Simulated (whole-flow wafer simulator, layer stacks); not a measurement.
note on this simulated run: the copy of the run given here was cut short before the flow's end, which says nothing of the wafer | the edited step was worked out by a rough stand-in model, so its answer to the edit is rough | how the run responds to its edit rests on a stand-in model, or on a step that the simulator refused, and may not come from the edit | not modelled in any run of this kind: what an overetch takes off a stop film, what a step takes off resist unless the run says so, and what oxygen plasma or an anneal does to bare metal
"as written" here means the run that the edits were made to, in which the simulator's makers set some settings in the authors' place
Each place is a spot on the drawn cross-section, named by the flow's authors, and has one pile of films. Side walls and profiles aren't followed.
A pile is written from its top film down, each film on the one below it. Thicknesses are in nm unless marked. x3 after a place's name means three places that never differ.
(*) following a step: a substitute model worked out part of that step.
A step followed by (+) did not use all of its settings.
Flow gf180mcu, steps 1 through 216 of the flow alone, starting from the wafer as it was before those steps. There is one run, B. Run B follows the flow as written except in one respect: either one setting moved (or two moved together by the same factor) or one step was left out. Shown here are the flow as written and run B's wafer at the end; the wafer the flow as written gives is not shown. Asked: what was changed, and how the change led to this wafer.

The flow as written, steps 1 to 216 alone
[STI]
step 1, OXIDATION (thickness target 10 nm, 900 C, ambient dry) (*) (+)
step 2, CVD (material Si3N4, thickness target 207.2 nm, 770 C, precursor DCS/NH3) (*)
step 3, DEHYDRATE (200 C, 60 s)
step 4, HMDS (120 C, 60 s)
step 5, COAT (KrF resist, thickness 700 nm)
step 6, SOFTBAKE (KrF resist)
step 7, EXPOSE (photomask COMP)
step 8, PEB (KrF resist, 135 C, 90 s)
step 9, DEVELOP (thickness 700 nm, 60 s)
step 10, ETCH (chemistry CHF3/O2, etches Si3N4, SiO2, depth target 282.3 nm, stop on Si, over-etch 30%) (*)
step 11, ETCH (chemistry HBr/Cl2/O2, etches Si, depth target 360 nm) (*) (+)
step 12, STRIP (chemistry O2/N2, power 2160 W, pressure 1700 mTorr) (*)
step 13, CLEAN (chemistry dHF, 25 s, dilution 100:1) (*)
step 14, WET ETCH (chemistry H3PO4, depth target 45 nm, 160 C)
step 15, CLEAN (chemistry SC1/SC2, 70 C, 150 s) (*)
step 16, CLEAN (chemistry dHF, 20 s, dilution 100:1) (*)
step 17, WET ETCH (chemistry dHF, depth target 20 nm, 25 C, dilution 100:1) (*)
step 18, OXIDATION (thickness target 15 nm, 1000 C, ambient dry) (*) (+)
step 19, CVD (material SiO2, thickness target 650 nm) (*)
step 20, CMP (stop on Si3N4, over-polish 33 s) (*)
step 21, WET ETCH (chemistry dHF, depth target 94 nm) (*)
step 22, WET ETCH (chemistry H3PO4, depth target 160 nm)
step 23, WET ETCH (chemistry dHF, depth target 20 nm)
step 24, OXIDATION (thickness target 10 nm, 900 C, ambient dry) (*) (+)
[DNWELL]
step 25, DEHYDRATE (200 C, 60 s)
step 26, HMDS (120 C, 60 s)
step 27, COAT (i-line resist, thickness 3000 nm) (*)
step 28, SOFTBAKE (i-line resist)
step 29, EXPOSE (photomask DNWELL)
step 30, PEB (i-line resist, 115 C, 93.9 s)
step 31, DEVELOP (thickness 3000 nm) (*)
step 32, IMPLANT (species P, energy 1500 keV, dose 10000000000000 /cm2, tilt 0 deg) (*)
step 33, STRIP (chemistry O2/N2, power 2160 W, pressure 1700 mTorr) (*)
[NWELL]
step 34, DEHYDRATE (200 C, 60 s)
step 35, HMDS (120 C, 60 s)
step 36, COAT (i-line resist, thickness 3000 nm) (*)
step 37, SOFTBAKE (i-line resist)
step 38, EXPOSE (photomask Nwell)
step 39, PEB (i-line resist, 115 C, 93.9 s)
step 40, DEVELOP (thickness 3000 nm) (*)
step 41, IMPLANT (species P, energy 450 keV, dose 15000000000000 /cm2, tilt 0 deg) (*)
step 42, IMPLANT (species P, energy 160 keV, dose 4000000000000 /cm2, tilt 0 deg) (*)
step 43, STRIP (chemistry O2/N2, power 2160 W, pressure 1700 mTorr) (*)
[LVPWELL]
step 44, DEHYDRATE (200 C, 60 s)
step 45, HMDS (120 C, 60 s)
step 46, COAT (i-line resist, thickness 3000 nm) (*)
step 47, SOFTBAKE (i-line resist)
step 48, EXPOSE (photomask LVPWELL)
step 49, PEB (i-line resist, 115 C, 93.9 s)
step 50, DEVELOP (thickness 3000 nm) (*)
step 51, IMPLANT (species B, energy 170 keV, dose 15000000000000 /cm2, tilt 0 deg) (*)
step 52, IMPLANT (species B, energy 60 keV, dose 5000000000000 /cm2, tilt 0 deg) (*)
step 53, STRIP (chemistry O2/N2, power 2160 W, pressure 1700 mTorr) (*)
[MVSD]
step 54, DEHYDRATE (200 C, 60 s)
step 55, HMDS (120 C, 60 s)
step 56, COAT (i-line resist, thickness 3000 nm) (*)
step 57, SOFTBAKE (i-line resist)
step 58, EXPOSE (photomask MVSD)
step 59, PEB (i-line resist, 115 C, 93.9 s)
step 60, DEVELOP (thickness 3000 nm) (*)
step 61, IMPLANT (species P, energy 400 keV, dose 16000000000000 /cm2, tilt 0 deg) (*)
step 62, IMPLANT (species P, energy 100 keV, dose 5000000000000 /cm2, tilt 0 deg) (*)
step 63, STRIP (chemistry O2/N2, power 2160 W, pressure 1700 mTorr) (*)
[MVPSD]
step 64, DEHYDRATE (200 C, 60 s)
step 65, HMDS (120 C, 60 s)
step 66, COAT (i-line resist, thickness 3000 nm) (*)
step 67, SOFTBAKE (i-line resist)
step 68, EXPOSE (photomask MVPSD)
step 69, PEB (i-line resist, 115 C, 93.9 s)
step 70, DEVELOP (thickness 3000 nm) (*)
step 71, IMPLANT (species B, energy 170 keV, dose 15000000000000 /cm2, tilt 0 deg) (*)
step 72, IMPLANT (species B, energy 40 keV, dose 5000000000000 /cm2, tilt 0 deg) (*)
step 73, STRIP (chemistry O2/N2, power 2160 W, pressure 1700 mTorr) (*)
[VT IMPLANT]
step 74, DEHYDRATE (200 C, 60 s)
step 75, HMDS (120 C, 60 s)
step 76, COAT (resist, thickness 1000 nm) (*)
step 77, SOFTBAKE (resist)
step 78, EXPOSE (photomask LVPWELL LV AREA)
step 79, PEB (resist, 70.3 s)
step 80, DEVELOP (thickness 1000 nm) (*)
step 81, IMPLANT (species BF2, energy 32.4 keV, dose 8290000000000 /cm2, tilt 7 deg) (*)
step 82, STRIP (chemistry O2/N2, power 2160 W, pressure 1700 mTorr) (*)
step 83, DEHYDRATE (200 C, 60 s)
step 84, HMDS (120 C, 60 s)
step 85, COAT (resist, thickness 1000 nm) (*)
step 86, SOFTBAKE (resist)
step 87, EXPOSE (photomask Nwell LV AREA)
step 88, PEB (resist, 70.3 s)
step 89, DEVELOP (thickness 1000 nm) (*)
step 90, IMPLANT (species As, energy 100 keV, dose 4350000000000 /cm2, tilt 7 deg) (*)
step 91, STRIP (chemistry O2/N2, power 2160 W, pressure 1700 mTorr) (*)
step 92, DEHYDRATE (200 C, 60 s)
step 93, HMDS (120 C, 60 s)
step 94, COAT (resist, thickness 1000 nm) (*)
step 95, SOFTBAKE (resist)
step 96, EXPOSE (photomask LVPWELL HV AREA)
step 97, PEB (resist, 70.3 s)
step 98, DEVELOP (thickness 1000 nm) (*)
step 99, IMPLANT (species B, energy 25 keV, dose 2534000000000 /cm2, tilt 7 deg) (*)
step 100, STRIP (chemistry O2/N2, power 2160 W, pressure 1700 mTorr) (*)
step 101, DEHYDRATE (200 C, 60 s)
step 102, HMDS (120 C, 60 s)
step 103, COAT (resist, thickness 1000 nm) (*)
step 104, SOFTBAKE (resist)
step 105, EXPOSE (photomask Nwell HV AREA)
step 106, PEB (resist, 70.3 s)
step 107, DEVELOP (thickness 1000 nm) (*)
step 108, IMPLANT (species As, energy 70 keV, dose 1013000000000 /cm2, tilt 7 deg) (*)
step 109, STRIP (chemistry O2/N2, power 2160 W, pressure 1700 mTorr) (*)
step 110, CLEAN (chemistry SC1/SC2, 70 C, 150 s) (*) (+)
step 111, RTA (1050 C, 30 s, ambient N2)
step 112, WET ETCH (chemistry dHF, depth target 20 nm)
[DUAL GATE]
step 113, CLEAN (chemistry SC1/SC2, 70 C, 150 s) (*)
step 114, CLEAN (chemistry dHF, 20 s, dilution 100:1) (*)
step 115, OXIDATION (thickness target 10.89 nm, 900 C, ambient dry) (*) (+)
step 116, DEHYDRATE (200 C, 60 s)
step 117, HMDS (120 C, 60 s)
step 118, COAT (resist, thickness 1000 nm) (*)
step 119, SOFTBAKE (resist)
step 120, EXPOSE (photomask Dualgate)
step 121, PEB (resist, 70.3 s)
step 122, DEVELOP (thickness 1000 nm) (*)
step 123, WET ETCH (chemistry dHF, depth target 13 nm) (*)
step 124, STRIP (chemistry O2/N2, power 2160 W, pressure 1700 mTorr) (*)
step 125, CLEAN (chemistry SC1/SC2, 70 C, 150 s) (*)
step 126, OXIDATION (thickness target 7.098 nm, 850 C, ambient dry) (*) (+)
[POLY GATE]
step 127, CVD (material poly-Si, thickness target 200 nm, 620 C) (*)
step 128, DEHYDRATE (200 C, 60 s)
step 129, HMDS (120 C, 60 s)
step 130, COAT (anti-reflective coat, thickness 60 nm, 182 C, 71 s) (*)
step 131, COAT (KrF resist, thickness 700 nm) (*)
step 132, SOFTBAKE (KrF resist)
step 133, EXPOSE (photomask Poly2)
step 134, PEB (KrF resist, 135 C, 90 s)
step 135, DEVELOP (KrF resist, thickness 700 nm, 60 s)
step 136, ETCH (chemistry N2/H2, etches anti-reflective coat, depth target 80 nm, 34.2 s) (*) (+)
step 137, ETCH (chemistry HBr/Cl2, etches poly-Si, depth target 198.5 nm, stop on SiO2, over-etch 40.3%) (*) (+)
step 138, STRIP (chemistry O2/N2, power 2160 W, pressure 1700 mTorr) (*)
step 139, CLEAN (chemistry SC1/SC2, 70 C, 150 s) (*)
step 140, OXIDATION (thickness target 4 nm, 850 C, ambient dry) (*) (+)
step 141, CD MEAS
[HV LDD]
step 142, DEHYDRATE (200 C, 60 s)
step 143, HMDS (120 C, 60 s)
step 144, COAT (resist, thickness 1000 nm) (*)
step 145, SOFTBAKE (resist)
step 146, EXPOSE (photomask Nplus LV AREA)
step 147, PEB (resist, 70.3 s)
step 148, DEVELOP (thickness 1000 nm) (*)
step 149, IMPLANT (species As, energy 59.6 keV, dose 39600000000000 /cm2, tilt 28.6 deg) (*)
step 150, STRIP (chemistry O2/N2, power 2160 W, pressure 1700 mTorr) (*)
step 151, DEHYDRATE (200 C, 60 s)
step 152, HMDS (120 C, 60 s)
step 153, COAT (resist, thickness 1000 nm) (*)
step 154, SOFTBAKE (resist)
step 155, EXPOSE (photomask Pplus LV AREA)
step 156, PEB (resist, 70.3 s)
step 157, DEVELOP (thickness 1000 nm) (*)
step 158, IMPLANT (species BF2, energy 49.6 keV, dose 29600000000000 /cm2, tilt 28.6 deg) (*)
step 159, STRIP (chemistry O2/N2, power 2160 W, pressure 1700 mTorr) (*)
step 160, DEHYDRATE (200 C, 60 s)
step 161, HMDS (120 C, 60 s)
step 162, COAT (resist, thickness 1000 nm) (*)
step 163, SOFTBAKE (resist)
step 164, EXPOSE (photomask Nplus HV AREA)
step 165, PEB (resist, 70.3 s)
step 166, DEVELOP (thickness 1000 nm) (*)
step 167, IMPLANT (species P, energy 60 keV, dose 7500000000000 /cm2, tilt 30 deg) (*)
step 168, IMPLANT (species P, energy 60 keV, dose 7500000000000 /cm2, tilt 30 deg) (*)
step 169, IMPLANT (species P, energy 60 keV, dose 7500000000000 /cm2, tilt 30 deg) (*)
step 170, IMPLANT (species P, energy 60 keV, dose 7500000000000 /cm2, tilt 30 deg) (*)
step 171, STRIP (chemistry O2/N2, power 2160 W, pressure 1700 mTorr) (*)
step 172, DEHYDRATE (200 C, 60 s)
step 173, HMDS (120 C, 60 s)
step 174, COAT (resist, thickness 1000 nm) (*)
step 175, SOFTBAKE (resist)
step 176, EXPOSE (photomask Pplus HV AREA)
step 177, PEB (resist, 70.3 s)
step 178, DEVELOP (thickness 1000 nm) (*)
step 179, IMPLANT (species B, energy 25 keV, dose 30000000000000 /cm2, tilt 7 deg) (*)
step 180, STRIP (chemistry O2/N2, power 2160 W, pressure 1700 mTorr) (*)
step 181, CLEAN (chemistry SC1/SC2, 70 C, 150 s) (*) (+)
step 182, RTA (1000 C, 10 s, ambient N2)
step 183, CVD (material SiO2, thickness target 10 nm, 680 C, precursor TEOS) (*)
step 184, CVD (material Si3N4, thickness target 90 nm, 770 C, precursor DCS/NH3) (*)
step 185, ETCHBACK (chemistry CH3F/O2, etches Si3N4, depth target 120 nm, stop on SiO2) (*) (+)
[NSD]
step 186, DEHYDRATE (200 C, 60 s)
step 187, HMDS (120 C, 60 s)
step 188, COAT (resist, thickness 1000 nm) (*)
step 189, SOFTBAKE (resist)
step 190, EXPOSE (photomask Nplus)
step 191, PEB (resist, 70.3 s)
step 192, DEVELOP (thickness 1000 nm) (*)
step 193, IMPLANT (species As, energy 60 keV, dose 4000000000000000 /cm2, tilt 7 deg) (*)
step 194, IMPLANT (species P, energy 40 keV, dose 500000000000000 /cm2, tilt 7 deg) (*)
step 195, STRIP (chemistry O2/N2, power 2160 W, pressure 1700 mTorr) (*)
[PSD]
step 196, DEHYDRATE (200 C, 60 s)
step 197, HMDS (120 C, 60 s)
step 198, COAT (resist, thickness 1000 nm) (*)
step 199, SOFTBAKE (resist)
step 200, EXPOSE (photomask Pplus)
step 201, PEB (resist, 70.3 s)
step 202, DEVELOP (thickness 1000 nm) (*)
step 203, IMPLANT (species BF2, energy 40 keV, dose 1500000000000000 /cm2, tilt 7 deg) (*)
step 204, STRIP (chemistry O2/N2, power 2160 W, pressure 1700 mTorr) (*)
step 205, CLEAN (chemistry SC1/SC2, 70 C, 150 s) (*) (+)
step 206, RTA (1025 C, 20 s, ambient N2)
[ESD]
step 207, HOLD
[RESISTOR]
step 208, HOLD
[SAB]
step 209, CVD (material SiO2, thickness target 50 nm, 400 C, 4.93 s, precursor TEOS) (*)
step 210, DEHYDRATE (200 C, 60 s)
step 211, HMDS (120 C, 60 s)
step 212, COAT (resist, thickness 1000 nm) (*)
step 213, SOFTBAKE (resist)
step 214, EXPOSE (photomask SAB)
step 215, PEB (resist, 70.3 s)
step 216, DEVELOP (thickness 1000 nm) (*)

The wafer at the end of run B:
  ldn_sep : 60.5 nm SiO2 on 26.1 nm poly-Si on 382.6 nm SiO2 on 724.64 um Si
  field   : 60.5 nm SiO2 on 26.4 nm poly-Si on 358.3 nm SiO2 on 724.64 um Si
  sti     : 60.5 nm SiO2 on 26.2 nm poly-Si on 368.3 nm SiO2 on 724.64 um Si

Cause: step 127, CVD: thickness target 308 nm was run, whereas the flow has thickness target 200 nm.

Step by step, how the change led to this:
  step 127, CVD (material poly-Si, thickness target 200 nm, 620 C) (*)
      field, field__w1, field__w2 and 87 more: poly-Si gains 308 (new film) (it would be, as written: poly-Si gains 200 (new film))
      ldn_drn, ldp_drn: poly-Si gains 308.1 (new film) (it would be, as written: poly-Si gains 200 (new film))
  step 137, ETCH (chemistry HBr/Cl2, etches poly-Si, depth target 198.5 nm, stop on SiO2, over-etch 40.3%) (*) (+)
      field__w3, field__w12, field_sub and 14 more: poly-Si loses 278.5 (it would be, as written: poly-Si loses 199 (all of it), SiO2 loses 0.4)
      field__w6, sti, m1 and 11 more: poly-Si loses 278.5 (it would be, as written: poly-Si loses 198.8 (all of it), SiO2 loses 0.4)
      (as well as at 33 more places)
  step 138, STRIP (chemistry O2/N2, power 2160 W, pressure 1700 mTorr) (*)
      field, field__w1, field__w2 and 61 more: chemical SiO2 gains 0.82 (new film), poly-Si loses 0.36 (it would be, as written: nothing)
  step 139, CLEAN (chemistry SC1/SC2, 70 C, 150 s) (*)
      field, field__w1, field__w2 and 34 more: chemical SiO2 loses 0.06, poly-Si loses 0.27 (it would be, as written: SiO2 loses 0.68)
  step 140, OXIDATION (thickness target 4 nm, 850 C, ambient dry) (*) (+)
      field, field__w1, field__w2 and 21 more: SiO2 gains 4 (new film), chemical SiO2 loses 0.76 (all of it), poly-Si loses 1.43 (it would be, as written: SiO2 gains 0.15, Si loses 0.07)
      active_hv, active_nat, ld_sd_n and 11 more: SiO2 gains 4 (new film), chemical SiO2 loses 0.76 (all of it), poly-Si loses 1.43 (it would be, as written: SiO2 gains 0.96, Si loses 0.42)
      (as well as at 26 more places)
  step 144, COAT (resist, thickness 1000 nm) (*)
      polyc_n, polyc_p: resist gains 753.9 (new film) (it would be, as written: resist gains 817.8 (new film))
      field_sub__w4: resist gains 1070.5 (new film) (it would be, as written: resist gains 1047.7 (new film))
      (as well as at 30 more places)
  step 145, SOFTBAKE (resist)
      active_hv: resist loses 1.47 (it would be, as written: resist gains 0.44)
      nw_enc_fld_lv__w3: resist loses 1.65 (it would be, as written: resist gains 2.63)
      (as well as at 73 more places)
  step 147, PEB (resist, 70.3 s)
      polyc_n, polyc_n_rim, polyc_p, polyc_p_rim: resist loses 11 (it would be, as written: resist loses 12.2)
      ldn_ch, ldn_acc, ldp_ch, ldp_acc: resist loses 11.9 (it would be, as written: resist loses 13)
      (as well as at 27 more places)
  step 148, DEVELOP (thickness 1000 nm) (*)
      gate: resist loses 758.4 (all of it) (it would be, as written: resist loses 822.7 (all of it))
      npoly_u: resist loses 759.2 (all of it) (it would be, as written: resist loses 821.5 (all of it))
      (as well as at 3 more places)
  step 150, STRIP (chemistry O2/N2, power 2160 W, pressure 1700 mTorr) (*)
      field_sub__w4: resist loses 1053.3 (all of it) (it would be, as written: resist loses 1030.9 (all of it))
      gate_hv: resist loses 763.6 (all of it) (it would be, as written: resist loses 824.2 (all of it))
      (as well as at 25 more places)
  step 153, COAT (resist, thickness 1000 nm) (*)
      polyc_n, polyc_p: resist gains 753.9 (new film) (it would be, as written: resist gains 817.8 (new film))
      field_sub__w4: resist gains 1070.5 (new film) (it would be, as written: resist gains 1047.7 (new film))
      (as well as at 30 more places)
  step 154, SOFTBAKE (resist)
      active_hv: resist loses 1.47 (it would be, as written: resist gains 0.44)
      nw_enc_fld_lv__w3: resist loses 1.65 (it would be, as written: resist gains 2.63)
      (as well as at 73 more places)
  step 156, PEB (resist, 70.3 s)
      polyc_n, polyc_n_rim, polyc_p, polyc_p_rim: resist loses 11 (it would be, as written: resist loses 12.2)
      ldn_ch, ldn_acc, ldp_ch, ldp_acc: resist loses 11.9 (it would be, as written: resist loses 13)
      (as well as at 27 more places)
  step 157, DEVELOP (thickness 1000 nm) (*)
      gate_p: resist loses 765.8 (all of it) (it would be, as written: resist loses 828.7 (all of it))
      ppoly_u: resist loses 767 (all of it) (it would be, as written: resist loses 827 (all of it))
      (as well as at 3 more places)
  step 159, STRIP (chemistry O2/N2, power 2160 W, pressure 1700 mTorr) (*)
      field_sub__w4: resist loses 1053.3 (all of it) (it would be, as written: resist loses 1030.9 (all of it))
      gate: resist loses 758.4 (all of it) (it would be, as written: resist loses 822.7 (all of it))
      (as well as at 25 more places)
  step 162, COAT (resist, thickness 1000 nm) (*)
      polyc_n, polyc_p: resist gains 753.9 (new film) (it would be, as written: resist gains 817.8 (new film))
      field_sub__w4: resist gains 1070.5 (new film) (it would be, as written: resist gains 1047.7 (new film))
      (as well as at 30 more places)
  ... 23 other steps ...
  step 216, DEVELOP (thickness 1000 nm) (*)
      field__w3, field__w12: resist loses 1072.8 (all of it) (it would be, as written: resist loses 1049.4 (all of it))
      field__w2: resist loses 1059 (all of it) (it would be, as written: resist loses 1035.2 (all of it))
      (as well as at 43 more places)
